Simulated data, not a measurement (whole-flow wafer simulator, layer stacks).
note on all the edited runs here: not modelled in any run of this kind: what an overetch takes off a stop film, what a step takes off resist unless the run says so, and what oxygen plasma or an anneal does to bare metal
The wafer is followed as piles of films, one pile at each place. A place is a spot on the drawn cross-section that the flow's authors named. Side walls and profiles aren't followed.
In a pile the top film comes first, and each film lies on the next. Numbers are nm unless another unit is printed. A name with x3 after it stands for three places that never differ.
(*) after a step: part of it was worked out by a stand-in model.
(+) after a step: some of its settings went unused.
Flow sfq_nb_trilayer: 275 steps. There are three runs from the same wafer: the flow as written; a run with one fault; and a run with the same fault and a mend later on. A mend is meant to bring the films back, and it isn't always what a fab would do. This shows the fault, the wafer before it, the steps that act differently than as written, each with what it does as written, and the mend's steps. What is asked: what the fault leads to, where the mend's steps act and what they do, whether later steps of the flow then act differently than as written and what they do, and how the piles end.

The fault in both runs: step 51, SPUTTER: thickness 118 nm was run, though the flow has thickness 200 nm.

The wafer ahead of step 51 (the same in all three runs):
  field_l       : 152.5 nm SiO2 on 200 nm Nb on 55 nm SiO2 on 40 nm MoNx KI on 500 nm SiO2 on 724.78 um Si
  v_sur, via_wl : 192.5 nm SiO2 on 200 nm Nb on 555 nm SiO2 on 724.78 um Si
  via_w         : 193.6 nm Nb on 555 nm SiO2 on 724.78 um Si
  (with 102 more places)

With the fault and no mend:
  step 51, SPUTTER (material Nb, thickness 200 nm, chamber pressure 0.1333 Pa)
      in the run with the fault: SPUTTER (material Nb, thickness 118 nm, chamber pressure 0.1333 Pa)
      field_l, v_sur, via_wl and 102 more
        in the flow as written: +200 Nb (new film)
        in the run with the fault: +118 Nb (new film)
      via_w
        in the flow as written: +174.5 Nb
        in the run with the fault: +103.8 Nb
  Steps further on in the flow that do not act as written (3 more steps, not shown, differ only slightly: by at most 2% or 0.5 nm, whichever is larger):
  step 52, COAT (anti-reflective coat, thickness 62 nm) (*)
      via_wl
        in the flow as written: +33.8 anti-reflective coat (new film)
        in the run with the fault: +33.1 anti-reflective coat (new film)
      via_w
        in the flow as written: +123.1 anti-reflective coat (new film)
        in the run with the fault: +119.4 anti-reflective coat (new film)
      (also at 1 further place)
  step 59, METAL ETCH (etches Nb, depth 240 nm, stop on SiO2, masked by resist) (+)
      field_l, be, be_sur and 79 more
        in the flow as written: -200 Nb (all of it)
        in the run with the fault: -118 Nb (all of it)
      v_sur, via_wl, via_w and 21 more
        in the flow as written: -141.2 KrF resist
        in the run with the fault: -104.1 KrF resist
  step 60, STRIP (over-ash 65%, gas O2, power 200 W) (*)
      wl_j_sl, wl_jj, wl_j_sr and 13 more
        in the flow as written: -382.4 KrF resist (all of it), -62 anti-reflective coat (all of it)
        in the run with the fault: -419.4 KrF resist (all of it), -62 anti-reflective coat (all of it)
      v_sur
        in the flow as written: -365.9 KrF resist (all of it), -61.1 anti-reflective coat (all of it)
        in the run with the fault: -403.6 KrF resist (all of it), -60.9 anti-reflective coat (all of it)
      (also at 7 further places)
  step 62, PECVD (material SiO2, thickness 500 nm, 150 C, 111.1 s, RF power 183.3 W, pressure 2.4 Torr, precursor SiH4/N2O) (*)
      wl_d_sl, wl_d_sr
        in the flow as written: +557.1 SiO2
        in the run with the fault: +500 SiO2
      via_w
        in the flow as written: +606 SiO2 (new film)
        in the run with the fault: +585.9 SiO2 (new film)
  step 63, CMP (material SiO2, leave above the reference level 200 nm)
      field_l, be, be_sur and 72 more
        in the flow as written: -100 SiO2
        in the run with the fault: -182 SiO2
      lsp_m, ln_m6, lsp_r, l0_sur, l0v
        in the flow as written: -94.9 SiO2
        in the run with the fault: -182 SiO2
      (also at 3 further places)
  By the end, the piles at field_l, v_sur, via_wl and 103 more depart from the flow's by more than 2% or 0.5 nm, whichever is larger.
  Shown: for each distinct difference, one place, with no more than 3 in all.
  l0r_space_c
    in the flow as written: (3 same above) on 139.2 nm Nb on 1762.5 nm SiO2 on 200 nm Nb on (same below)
    in the run with the fault: (3 same above) on 139.2 nm Nb on 1680.5 nm SiO2 on 200 nm Nb on (same below)
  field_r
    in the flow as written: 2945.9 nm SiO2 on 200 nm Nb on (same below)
    in the run with the fault: 2863.9 nm SiO2 on 200 nm Nb on (same below)
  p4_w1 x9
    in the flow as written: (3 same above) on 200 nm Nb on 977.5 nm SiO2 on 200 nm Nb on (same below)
    in the run with the fault: (3 same above) on 200 nm Nb on 895.5 nm SiO2 on 200 nm Nb on (same below)

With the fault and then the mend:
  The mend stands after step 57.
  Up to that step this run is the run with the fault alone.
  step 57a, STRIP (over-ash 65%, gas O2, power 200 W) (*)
      p4_fl x3, p4_w1 x9, p4_g1 x2 and 47 more
        -62 anti-reflective coat (all of it)
      wl_j_sl, wl_jj, wl_j_sr and 13 more
        -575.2 KrF resist (all of it), -62 anti-reflective coat (all of it)
      r_sur, res, r_end and 8 more
        -61.8 anti-reflective coat (all of it)
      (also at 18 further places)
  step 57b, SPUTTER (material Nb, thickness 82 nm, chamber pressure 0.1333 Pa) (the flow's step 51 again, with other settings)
      field_l, v_sur, via_wl and 102 more
        +82 Nb
      via_w
        +66.5 Nb
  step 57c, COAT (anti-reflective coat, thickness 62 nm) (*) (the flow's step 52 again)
      p4_fl x3, p4_w1 x9, p4_g1 x2 and 63 more
        +62 anti-reflective coat (new film)
      r_sur, res, r_end and 9 more
        +61.8 anti-reflective coat (new film)
      jj_sur, ce_l, c5j, ce_r, sp_r, be_r
        +61.7 anti-reflective coat (new film)
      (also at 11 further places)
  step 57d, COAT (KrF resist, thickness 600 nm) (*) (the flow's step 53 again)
      p4_fl x3, p4_w1 x9, p4_g1 x2 and 63 more
        +600 KrF resist (new film)
      res, r_end, moat, field_r, l0_sur
        +599.4 KrF resist (new film)
      lsp_l, ln_m5, lsp_m, ln_m6, lsp_r
        +599.5 KrF resist (new film)
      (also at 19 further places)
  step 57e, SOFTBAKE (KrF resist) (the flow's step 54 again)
      does not change any film at any place that is followed
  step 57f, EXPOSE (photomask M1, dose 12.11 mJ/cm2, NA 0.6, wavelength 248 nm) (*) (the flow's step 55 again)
      does not change any film at any place that is followed
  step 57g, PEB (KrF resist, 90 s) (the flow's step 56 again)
      wire, be, be_sur and 96 more
        -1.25 KrF resist
      field_l, via_v
        -1.24 KrF resist
      via_wl, via_wr
        -1.26 KrF resist
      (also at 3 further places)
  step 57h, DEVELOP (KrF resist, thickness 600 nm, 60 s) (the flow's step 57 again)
      p4_fl x3, p4_w1 x9, p4_g1 x2 and 47 more
        -598.7 KrF resist (all of it)
      v_sur, via_wl, via_w and 21 more
        -23.5 KrF resist
      moat, field_r, lsp_l, lsp_m, ln_m6, lsp_r, l0_sur
        -598.2 KrF resist (all of it)
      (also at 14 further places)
  Every later step of the flow that is run acts as written, at every place that is followed, to within 2% or 0.5 nm, whichever is larger.
  At the end the piles are close to the flow's at the places that both follow, differing by at most 2% or 0.5 nm, whichever is larger.
